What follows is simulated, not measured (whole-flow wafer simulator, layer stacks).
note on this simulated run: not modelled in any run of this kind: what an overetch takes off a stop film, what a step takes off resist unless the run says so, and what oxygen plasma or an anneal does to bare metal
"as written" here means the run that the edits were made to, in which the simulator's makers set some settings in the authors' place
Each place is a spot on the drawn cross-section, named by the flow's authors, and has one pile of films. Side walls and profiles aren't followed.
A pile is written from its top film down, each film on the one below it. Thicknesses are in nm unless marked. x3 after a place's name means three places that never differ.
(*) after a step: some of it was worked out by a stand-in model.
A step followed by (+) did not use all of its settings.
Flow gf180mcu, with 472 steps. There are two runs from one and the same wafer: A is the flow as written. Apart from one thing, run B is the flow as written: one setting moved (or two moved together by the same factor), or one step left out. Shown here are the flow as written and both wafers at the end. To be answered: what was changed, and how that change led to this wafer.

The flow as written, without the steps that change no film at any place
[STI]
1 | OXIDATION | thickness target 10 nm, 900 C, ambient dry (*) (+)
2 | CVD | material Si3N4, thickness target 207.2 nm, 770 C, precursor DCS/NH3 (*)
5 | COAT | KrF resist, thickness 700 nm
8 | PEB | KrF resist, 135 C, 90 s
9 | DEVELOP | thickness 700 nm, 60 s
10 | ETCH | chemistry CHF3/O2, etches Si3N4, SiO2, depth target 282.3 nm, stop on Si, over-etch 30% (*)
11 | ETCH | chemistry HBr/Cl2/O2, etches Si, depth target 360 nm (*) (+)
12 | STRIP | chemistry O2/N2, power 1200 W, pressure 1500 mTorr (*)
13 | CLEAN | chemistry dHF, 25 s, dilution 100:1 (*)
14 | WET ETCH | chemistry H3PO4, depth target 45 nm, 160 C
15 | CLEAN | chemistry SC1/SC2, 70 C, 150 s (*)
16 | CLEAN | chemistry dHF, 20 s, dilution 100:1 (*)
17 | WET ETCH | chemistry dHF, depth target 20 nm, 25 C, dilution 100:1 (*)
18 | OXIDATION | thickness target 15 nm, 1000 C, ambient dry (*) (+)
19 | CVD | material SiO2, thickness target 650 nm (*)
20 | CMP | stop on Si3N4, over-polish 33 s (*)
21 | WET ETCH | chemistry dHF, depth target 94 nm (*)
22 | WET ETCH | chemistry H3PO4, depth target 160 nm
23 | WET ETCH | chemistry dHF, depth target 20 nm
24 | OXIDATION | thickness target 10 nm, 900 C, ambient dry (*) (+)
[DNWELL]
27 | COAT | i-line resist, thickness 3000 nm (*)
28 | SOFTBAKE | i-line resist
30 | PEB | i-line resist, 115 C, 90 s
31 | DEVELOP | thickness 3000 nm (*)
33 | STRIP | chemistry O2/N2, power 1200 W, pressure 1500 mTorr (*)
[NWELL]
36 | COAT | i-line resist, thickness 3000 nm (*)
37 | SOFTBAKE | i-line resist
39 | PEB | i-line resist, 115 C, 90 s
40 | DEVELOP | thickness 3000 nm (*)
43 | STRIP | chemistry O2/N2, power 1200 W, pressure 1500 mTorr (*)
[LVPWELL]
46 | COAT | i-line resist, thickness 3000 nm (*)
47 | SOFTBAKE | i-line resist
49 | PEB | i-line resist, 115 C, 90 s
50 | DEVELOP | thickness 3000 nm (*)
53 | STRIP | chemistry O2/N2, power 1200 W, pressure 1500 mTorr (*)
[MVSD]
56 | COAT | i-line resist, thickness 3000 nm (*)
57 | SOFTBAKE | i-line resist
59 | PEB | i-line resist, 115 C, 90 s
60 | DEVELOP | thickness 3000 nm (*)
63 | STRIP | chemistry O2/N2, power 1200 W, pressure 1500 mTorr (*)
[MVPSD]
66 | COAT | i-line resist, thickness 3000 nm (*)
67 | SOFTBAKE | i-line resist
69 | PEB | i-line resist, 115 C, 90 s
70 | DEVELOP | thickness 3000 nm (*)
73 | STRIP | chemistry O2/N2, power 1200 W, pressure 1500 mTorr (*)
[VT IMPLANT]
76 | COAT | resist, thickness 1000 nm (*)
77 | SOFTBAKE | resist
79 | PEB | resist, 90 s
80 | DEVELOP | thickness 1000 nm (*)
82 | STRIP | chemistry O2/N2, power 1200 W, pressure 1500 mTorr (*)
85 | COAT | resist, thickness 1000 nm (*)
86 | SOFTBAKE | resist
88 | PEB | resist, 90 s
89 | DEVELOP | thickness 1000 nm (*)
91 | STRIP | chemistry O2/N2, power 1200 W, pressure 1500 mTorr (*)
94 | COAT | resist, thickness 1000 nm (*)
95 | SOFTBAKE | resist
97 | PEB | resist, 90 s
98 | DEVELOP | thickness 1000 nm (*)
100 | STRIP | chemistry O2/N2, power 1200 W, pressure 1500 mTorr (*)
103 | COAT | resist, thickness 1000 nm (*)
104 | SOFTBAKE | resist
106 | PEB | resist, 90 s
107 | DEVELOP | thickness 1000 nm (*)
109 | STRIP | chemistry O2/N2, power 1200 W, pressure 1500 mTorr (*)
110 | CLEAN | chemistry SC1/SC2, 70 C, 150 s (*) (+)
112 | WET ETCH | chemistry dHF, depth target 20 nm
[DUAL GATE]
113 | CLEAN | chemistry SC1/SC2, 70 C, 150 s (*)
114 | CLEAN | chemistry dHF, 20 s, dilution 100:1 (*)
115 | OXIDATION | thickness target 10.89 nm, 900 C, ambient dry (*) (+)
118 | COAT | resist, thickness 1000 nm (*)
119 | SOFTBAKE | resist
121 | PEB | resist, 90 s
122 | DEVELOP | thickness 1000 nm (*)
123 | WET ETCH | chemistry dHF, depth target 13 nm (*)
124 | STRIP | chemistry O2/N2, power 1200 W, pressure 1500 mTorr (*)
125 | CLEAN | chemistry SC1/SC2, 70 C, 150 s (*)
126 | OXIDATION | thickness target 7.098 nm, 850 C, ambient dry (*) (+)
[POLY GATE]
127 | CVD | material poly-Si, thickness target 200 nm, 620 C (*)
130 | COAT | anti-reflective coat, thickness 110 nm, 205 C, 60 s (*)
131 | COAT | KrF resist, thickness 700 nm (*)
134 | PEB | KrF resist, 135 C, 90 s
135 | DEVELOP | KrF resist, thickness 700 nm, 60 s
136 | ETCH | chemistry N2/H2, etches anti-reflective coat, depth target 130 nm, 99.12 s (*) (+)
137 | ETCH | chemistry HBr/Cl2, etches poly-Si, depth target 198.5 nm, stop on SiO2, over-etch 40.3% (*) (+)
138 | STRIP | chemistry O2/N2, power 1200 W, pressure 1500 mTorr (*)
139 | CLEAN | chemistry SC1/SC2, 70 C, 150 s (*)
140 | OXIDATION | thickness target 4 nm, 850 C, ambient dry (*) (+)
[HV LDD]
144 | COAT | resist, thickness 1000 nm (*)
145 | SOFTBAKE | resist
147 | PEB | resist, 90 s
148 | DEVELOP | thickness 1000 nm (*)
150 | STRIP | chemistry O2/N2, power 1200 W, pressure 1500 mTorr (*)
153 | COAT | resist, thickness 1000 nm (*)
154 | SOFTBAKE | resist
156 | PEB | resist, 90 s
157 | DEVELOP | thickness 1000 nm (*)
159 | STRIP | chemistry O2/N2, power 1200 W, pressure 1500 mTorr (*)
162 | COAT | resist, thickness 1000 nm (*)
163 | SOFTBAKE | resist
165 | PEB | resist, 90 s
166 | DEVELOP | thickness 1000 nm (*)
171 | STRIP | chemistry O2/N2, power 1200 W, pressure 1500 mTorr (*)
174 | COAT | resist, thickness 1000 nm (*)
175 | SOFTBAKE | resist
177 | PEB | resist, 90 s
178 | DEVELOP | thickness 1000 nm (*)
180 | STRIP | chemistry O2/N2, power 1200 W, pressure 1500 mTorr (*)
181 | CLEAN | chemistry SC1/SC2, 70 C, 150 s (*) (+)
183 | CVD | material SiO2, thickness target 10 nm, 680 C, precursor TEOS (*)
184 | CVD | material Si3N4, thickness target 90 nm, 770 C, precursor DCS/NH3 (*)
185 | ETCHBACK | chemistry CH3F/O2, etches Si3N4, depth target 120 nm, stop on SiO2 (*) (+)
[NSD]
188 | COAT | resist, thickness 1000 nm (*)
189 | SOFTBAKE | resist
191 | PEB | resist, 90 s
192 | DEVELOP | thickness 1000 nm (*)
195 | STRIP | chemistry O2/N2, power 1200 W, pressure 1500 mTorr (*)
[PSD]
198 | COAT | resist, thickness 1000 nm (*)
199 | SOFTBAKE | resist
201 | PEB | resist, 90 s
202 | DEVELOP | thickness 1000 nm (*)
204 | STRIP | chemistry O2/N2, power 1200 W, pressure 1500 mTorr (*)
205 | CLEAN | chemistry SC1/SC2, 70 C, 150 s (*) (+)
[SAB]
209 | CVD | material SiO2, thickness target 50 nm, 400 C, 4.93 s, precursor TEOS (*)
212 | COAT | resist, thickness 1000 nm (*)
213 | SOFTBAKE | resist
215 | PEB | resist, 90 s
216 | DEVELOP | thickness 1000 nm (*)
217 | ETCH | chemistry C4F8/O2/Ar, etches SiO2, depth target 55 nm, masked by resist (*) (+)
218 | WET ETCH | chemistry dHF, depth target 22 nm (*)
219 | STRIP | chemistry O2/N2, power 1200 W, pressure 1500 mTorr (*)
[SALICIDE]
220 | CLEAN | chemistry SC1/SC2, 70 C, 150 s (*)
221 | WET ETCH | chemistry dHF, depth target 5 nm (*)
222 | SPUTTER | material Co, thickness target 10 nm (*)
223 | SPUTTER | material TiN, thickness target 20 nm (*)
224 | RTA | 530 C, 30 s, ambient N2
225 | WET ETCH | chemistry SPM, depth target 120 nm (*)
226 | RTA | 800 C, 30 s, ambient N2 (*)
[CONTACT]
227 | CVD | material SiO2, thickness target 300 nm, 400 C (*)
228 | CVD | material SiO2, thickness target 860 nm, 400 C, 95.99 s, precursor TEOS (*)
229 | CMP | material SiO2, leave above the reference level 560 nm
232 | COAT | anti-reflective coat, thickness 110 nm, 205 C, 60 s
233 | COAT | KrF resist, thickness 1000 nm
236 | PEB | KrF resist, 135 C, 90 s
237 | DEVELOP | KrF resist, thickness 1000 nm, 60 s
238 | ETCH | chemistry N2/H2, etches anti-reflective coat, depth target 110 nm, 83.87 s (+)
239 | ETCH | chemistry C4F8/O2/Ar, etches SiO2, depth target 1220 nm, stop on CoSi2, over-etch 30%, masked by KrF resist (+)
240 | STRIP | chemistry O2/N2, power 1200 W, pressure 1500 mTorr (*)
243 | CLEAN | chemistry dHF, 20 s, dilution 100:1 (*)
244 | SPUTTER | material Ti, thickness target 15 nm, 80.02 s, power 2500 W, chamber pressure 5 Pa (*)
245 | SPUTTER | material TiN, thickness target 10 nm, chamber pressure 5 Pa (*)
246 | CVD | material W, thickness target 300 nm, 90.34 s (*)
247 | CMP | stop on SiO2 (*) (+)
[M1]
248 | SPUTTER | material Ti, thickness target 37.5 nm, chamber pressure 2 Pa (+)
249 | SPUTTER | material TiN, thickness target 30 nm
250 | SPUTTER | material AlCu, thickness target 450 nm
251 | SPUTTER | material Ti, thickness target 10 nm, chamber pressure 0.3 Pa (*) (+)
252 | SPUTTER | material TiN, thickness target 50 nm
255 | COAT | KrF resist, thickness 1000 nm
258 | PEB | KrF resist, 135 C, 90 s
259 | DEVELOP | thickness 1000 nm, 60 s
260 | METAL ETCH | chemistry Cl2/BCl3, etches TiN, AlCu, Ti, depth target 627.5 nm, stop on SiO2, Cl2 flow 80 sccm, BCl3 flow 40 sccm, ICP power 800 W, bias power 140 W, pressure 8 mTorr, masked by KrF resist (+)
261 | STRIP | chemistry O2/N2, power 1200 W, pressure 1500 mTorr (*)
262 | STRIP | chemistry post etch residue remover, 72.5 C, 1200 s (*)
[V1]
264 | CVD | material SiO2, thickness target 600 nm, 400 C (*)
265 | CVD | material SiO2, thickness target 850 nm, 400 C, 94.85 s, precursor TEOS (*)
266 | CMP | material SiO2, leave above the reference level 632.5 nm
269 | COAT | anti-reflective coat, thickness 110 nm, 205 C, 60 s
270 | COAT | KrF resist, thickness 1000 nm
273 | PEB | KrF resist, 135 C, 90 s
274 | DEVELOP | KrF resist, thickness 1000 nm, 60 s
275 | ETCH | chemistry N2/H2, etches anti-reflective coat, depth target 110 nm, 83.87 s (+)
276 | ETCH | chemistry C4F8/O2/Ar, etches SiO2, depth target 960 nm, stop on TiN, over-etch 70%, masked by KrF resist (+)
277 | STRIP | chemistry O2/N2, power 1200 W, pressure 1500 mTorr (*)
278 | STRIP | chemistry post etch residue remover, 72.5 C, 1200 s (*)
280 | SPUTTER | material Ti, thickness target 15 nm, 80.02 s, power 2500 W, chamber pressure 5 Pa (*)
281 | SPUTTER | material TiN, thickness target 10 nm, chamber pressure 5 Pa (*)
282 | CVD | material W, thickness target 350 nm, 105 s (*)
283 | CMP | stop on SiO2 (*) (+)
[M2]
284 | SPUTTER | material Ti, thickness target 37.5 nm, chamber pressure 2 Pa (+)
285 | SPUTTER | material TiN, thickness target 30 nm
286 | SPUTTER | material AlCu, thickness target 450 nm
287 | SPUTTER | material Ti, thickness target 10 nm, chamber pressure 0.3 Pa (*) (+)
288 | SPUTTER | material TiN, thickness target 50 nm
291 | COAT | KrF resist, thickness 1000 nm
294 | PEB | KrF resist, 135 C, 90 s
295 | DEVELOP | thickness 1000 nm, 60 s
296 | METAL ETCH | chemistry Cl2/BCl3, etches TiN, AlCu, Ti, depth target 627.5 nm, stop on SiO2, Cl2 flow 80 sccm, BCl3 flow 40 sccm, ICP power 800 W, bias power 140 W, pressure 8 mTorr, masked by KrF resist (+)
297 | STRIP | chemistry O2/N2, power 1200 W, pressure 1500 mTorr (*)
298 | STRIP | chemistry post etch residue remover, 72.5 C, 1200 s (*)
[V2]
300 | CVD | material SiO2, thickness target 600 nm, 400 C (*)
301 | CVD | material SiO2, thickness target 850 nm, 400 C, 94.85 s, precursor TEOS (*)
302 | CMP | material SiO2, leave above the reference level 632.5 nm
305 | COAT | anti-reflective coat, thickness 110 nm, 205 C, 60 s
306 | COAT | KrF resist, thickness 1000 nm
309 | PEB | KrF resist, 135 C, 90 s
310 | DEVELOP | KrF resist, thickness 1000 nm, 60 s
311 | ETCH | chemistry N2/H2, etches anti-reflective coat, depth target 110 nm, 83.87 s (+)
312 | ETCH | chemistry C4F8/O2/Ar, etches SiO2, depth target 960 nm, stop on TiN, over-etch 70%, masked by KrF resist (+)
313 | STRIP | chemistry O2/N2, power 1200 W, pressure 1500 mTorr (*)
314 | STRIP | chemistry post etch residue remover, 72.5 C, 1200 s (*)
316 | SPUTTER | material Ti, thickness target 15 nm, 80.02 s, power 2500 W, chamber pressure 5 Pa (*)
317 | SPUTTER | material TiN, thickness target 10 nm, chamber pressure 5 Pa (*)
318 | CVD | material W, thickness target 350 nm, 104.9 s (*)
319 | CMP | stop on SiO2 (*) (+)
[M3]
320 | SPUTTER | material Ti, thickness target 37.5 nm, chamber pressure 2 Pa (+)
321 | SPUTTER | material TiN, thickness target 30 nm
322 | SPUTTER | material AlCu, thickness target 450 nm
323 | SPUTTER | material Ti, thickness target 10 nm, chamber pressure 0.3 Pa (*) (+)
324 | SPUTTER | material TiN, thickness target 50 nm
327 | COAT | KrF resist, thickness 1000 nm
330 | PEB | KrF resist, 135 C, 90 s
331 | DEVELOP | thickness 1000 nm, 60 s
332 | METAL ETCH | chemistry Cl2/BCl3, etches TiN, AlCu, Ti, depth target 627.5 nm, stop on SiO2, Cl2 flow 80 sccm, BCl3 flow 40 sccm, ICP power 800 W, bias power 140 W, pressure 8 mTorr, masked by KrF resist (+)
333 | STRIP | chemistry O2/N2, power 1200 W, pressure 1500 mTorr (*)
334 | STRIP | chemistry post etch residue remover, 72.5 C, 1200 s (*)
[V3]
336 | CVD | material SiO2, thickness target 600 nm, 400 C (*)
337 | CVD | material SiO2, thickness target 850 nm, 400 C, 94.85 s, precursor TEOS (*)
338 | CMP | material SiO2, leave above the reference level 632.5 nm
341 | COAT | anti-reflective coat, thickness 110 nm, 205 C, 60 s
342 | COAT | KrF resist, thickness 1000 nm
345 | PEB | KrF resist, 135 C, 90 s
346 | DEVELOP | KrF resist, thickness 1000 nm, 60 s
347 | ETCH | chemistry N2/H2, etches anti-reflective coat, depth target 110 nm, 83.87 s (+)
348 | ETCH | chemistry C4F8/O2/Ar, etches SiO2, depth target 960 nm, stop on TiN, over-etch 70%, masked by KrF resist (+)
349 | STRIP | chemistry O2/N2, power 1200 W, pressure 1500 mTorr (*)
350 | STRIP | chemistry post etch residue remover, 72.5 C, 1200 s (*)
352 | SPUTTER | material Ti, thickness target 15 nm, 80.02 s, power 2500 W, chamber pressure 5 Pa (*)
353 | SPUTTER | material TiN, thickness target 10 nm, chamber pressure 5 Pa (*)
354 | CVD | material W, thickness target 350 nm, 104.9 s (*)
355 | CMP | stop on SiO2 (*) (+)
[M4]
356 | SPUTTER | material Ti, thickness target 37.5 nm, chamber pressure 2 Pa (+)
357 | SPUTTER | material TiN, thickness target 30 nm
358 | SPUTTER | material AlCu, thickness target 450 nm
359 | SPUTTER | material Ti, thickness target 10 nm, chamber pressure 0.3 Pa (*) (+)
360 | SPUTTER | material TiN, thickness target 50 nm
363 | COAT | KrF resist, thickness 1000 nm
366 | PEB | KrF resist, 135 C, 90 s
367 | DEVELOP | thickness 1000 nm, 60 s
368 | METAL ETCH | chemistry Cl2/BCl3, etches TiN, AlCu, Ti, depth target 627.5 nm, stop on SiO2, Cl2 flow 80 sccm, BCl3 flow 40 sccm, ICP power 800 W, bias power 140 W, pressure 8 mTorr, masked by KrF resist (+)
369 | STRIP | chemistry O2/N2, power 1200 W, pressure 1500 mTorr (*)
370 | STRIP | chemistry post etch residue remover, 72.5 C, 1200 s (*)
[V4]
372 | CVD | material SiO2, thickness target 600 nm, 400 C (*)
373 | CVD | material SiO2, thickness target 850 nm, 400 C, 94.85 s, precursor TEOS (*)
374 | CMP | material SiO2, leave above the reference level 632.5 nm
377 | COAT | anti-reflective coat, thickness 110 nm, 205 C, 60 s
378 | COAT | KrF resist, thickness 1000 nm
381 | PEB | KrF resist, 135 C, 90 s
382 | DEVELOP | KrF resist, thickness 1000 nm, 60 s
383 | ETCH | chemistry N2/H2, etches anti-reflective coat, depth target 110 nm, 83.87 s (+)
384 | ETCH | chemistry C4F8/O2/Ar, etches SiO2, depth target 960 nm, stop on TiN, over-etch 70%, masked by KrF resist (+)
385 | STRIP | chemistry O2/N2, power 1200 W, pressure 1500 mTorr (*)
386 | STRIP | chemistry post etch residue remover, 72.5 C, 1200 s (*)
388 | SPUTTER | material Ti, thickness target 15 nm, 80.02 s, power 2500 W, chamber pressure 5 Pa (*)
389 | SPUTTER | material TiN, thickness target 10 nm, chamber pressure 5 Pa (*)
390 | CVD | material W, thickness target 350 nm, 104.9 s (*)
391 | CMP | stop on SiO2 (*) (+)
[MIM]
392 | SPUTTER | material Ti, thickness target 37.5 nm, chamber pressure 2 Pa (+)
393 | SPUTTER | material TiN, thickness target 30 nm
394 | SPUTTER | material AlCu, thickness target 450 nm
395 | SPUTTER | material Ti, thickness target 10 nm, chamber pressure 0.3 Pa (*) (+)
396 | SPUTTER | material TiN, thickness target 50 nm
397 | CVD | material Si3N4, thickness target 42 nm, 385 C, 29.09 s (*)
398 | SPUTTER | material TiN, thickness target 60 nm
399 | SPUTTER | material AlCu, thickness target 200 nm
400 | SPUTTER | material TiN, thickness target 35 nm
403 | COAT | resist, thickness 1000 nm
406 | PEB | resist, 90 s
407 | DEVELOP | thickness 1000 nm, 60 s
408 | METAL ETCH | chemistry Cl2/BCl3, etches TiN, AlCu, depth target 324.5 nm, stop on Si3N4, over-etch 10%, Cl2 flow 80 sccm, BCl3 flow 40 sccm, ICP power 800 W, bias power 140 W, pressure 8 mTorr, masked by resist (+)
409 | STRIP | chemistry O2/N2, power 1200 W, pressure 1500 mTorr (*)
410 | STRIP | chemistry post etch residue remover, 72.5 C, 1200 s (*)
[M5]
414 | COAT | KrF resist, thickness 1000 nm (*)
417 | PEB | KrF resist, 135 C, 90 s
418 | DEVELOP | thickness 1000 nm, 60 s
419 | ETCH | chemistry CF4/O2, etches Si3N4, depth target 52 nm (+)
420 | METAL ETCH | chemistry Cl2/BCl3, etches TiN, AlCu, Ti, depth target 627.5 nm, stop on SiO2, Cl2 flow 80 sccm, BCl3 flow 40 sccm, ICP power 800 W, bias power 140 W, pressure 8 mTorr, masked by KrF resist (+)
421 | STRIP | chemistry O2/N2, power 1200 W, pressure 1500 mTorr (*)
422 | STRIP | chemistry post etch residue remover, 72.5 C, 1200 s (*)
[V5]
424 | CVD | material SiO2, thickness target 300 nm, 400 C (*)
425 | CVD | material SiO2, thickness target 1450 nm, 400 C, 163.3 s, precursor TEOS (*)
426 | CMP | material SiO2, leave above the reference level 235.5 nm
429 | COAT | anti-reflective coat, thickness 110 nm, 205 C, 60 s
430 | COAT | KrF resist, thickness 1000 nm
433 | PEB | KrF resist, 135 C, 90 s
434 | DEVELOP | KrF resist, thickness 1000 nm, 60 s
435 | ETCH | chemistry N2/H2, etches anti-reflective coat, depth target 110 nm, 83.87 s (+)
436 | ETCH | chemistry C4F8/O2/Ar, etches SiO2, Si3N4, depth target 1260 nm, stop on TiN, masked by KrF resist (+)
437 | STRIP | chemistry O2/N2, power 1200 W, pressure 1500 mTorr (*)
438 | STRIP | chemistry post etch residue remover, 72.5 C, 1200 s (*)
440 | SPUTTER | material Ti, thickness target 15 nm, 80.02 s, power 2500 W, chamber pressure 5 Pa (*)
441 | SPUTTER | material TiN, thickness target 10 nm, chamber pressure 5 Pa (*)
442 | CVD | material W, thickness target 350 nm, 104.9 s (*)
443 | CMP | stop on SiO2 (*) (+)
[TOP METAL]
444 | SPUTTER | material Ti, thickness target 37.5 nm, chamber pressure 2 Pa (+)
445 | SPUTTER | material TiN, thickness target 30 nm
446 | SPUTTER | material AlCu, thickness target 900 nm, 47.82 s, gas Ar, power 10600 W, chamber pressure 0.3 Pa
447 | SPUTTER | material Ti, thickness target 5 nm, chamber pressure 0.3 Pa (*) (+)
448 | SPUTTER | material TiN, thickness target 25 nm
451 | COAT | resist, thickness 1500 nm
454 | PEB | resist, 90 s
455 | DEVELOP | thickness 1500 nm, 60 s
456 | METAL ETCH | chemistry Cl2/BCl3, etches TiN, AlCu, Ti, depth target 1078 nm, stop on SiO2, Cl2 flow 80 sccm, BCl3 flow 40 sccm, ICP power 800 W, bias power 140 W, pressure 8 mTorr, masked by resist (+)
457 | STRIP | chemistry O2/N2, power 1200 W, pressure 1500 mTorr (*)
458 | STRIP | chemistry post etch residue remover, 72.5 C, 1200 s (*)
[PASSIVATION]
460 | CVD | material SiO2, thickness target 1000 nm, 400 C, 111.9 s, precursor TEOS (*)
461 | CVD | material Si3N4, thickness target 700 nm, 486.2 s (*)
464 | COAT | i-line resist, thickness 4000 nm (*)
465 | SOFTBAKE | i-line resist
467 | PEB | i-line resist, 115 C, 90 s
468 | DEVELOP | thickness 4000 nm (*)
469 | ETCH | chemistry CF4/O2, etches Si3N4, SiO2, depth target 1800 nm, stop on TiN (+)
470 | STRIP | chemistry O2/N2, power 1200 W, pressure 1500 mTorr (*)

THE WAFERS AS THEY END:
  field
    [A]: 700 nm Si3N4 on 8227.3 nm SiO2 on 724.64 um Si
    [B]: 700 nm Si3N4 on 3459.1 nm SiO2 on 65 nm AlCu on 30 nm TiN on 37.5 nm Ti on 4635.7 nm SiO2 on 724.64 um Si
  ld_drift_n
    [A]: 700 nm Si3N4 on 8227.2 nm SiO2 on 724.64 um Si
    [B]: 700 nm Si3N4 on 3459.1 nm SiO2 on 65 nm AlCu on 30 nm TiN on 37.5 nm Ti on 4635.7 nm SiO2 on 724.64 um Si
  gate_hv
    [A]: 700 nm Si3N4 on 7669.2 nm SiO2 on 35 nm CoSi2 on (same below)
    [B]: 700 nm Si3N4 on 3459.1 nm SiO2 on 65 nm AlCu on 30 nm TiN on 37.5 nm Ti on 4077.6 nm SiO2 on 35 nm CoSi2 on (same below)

Cause: step 368, METAL ETCH: depth target 439.3 nm was run, while the flow as written has depth target 627.5 nm.

Step by step, how the change led to this:
  368 | METAL ETCH | chemistry Cl2/BCl3, etches TiN, AlCu, Ti, depth target 627.5 nm, stop on SiO2, Cl2 flow 80 sccm, BCl3 flow 40 sccm, ICP power 800 W, bias power 140 W, pressure 8 mTorr, masked by KrF resist (+)
      field, field__w1, field__w2 and 103 more: A TiN loses 50 (all of it), Ti loses 10 (all of it), AlCu loses 450 (all of it), TiN loses 30 (all of it), Ti loses 37.5 (all of it) | B TiN loses 50 (all of it), Ti loses 10 (all of it), AlCu loses 379.3
      field__w8, contact, m1, m1__w1, m1_nw: A KrF resist loses 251 | B KrF resist loses 175.7
  369 | STRIP | chemistry O2/N2, power 1200 W, pressure 1500 mTorr (*)
      field__w8, contact, m1, m1__w1, m1_nw: A KrF resist loses 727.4 (all of it) | B KrF resist loses 802.7 (all of it)
  370 | STRIP | chemistry post etch residue remover, 72.5 C, 1200 s (*)
      field, field__w1, field__w2 and 103 more: A nothing | B AlCu loses 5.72
  372 | CVD | material SiO2, thickness target 600 nm, 400 C (*)
      field, field__w1, field__w2 and 103 more: A SiO2 gains 600 | B SiO2 gains 600 (new film)
  374 | CMP | material SiO2, leave above the reference level 632.5 nm
      field, field__w1, field__w2 and 103 more: A SiO2 loses 300 | B SiO2 loses 432.5
If metal films that touch count as one body, field has 1 body; the flow as written gives 0 bodies.
If metal films that touch count as one body, ld_drift_n has 1 body; the flow as written gives 0 bodies.
If metal films that touch count as one body, gate_hv has 2 bodies (between them, from the top down: SiO2 4077.6); the flow as written gives 1 body.
